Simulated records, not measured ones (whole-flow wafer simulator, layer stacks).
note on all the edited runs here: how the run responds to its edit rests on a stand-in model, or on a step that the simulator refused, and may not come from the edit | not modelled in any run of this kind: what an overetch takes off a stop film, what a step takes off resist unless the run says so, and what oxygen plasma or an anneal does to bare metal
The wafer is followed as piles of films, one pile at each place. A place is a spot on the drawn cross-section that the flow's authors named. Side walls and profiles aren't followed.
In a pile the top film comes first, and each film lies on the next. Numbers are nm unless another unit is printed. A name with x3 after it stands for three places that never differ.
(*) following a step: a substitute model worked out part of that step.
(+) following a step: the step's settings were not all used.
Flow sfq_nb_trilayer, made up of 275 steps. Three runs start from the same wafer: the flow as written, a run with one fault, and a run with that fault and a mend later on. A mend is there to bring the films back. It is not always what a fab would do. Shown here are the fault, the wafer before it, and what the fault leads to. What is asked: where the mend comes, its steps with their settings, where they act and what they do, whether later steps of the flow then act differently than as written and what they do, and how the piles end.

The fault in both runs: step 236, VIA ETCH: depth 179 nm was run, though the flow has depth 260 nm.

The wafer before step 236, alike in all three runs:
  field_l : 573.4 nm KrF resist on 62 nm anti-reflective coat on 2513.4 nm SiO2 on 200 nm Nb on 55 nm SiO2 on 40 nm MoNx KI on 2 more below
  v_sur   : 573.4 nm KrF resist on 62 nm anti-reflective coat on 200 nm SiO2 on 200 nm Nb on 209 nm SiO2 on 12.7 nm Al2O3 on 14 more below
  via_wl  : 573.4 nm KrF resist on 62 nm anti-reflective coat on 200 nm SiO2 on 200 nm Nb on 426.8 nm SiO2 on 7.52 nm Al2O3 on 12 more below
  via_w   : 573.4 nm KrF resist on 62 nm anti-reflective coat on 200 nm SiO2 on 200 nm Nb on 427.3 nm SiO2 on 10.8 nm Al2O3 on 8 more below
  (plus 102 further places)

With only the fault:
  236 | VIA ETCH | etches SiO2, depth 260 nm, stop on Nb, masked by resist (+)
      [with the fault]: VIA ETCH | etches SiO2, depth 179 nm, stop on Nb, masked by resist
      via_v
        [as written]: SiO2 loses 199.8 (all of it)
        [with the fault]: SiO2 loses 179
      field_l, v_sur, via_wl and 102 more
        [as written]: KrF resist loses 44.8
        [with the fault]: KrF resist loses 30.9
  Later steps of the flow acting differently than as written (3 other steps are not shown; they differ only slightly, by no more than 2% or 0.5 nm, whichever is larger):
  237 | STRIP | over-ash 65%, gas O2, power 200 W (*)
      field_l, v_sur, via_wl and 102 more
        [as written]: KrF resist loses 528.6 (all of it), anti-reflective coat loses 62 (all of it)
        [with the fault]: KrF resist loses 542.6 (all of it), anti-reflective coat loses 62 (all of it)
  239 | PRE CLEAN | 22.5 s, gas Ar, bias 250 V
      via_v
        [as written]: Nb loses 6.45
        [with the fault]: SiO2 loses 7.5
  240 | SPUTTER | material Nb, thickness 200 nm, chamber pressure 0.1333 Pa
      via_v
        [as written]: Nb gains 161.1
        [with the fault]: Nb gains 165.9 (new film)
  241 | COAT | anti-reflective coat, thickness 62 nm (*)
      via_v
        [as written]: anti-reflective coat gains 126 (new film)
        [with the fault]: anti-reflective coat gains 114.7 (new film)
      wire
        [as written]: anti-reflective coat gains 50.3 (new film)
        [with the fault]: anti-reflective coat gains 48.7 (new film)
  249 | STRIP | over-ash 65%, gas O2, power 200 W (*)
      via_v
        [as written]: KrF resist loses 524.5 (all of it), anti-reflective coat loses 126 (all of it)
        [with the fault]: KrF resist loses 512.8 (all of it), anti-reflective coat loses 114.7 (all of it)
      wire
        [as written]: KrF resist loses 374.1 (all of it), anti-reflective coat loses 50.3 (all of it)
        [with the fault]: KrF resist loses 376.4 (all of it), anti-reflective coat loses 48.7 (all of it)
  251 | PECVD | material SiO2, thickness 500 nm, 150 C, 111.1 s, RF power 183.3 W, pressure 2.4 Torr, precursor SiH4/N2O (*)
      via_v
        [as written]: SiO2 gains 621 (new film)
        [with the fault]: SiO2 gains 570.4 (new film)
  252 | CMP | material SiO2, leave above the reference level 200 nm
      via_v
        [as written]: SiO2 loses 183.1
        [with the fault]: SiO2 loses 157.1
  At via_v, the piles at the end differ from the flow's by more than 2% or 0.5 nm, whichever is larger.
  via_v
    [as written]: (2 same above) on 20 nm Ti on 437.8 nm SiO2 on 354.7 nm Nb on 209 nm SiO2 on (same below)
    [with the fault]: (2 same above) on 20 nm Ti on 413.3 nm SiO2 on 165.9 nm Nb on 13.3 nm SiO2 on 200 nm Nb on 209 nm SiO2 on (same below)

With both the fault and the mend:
  After step 237 comes the mend.
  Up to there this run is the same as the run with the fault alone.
  237a | COAT | anti-reflective coat, thickness 62 nm (*) (a further turn of the flow's step 229)
      p4_fl x3, p4_w1 x9, p4_g1 x2 and 63 more
        anti-reflective coat gains 62 (new film)
      moat, field_r, lsp_l and 6 more
        anti-reflective coat gains 61.8 (new film)
      be_r, r_sur, res, r_end
        anti-reflective coat gains 61.7 (new film)
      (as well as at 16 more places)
  237b | COAT | KrF resist, thickness 650 nm (*) (a further turn of the flow's step 230)
      p4_fl x3, p4_w1 x9, p4_g1 x2 and 63 more
        KrF resist gains 650 (new film)
      lsp_l, ln_m5, lsp_m, ln_m6, lsp_r, l0_sur, l0v
        KrF resist gains 649.6 (new film)
      r_end, moat, field_r
        KrF resist gains 649.5 (new film)
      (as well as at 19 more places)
  237c | SOFTBAKE | KrF resist (a further turn of the flow's step 231)
      does not change any film at any place that is followed
  237d | EXPOSE | photomask I6, dose 11.91 mJ/cm2, NA 0.6, wavelength 248 nm (*) (a further turn of the flow's step 232)
      does not change any film at any place that is followed
  237e | PEB | KrF resist, 90 s (a further turn of the flow's step 233)
      ce_r, sp_r, be_r and 89 more
        KrF resist loses 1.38
      field_l, v_sur, via_wl and 8 more
        KrF resist loses 1.37
      via_wr, be
        KrF resist loses 1.36
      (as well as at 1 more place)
  237f | DEVELOP | KrF resist, thickness 650 nm, 60 s (a further turn of the flow's step 234)
      field_l, v_sur, via_wl and 102 more
        KrF resist loses 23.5
      via_v
        KrF resist loses 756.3 (all of it)
  237g | VIA ETCH | etches anti-reflective coat, depth 125 nm, masked by resist (+) (a further turn of the flow's step 235)
      field_l, v_sur, via_wl and 102 more
        KrF resist loses 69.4
      via_v
        anti-reflective coat loses 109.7 (all of it)
  237h | VIA ETCH | etches SiO2, depth 81 nm, stop on Nb, masked by resist (+) (a further turn of the flow's step 236, with different settings)
      field_l, v_sur, via_wl and 102 more
        KrF resist loses 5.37
      via_v
        SiO2 loses 20.8 (all of it)
  237i | STRIP | over-ash 65%, gas O2, power 200 W (*) (a further turn of the flow's step 237)
      p4_fl x3, p4_w1 x9, p4_g1 x2 and 63 more
        KrF resist loses 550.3 (all of it), anti-reflective coat loses 62 (all of it)
      lsp_l, ln_m5, lsp_m, ln_m6, lsp_r, l0_sur, l0v
        KrF resist loses 549.9 (all of it), anti-reflective coat loses 61.8 (all of it)
      ce_r, sp_r
        KrF resist loses 549.4 (all of it), anti-reflective coat loses 61.6 (all of it)
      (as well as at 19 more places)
  Later steps of the flow that are run all act as written at every place that is followed, up to a difference of at most 2% or 0.5 nm, whichever is larger.
  By the end, the piles equal the flow's at every place that both follow.
